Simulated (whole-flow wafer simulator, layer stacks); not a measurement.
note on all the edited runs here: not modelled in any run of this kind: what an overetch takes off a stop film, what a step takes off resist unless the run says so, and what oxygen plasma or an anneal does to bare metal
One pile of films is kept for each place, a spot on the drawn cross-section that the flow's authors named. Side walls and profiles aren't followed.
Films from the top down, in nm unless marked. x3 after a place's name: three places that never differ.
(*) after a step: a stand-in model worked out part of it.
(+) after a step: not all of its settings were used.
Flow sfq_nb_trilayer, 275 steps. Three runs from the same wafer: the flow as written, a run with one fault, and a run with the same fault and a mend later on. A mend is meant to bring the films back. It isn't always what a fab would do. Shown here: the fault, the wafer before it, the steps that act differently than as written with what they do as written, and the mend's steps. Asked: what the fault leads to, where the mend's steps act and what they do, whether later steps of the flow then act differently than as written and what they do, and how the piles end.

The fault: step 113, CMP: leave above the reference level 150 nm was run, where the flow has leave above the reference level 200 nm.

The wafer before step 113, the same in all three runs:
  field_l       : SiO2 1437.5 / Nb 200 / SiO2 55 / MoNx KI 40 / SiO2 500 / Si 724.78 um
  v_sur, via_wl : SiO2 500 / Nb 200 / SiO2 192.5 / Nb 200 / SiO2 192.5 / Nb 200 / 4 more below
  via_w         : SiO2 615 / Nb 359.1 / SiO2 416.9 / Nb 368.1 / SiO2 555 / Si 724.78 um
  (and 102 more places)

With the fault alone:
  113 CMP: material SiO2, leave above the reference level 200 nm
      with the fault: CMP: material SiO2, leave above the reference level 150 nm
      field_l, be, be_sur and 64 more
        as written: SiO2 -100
        with the fault: SiO2 -150
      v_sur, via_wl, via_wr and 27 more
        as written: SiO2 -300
        with the fault: SiO2 -350
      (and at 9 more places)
  Later steps of the flow that act differently than as written (6 more steps differ only slightly, by at most 2% or 0.5 nm, whichever is larger, and aren't shown):
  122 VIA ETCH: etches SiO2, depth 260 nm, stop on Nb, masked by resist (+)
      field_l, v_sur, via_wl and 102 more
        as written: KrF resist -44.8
        with the fault: KrF resist -38.8
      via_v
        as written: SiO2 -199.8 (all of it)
        with the fault: SiO2 -149.8 (all of it)
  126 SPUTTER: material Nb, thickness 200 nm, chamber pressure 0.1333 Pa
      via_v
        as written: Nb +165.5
        with the fault: Nb +176.5
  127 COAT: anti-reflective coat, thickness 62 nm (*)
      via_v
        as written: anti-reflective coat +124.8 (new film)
        with the fault: anti-reflective coat +112.5 (new film)
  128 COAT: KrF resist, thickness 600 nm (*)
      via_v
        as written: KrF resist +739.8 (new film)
        with the fault: KrF resist +699 (new film)
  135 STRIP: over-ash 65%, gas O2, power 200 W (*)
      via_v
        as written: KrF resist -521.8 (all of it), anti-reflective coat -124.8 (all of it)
        with the fault: KrF resist -481.1 (all of it), anti-reflective coat -112.5 (all of it)
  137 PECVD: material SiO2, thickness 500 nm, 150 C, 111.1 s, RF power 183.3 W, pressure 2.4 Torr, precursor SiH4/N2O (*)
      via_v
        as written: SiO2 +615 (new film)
        with the fault: SiO2 +529.5 (new film)
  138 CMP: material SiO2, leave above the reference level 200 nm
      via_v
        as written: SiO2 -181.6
        with the fault: SiO2 -157.1
  At the end the piles differ from the flow's by more than 2% or 0.5 nm, whichever is larger, at v_sur, via_wl, via_w and 78 more.
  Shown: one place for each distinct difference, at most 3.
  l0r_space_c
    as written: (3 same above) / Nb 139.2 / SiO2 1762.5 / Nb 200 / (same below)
    with the fault: (3 same above) / Nb 139.2 / SiO2 1712.5 / Nb 200 / (same below)
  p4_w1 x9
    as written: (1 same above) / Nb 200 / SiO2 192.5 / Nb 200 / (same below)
    with the fault: (1 same above) / Nb 200 / SiO2 142.5 / Nb 200 / (same below)
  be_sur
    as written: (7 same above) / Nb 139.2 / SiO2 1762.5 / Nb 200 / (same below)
    with the fault: (7 same above) / Nb 139.2 / SiO2 1712.5 / Nb 200 / (same below)

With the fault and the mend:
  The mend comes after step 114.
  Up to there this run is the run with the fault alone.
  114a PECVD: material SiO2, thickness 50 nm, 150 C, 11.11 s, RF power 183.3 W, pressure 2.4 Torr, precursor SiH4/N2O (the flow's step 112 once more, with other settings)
      field_l, v_sur, via_wl and 103 more
        SiO2 +50
  No later step of the flow acts differently than as written, at any place that is followed, by more than 2% or 0.5 nm, whichever is larger.
  At the end the piles are the same as the flow's at every place that both follow.
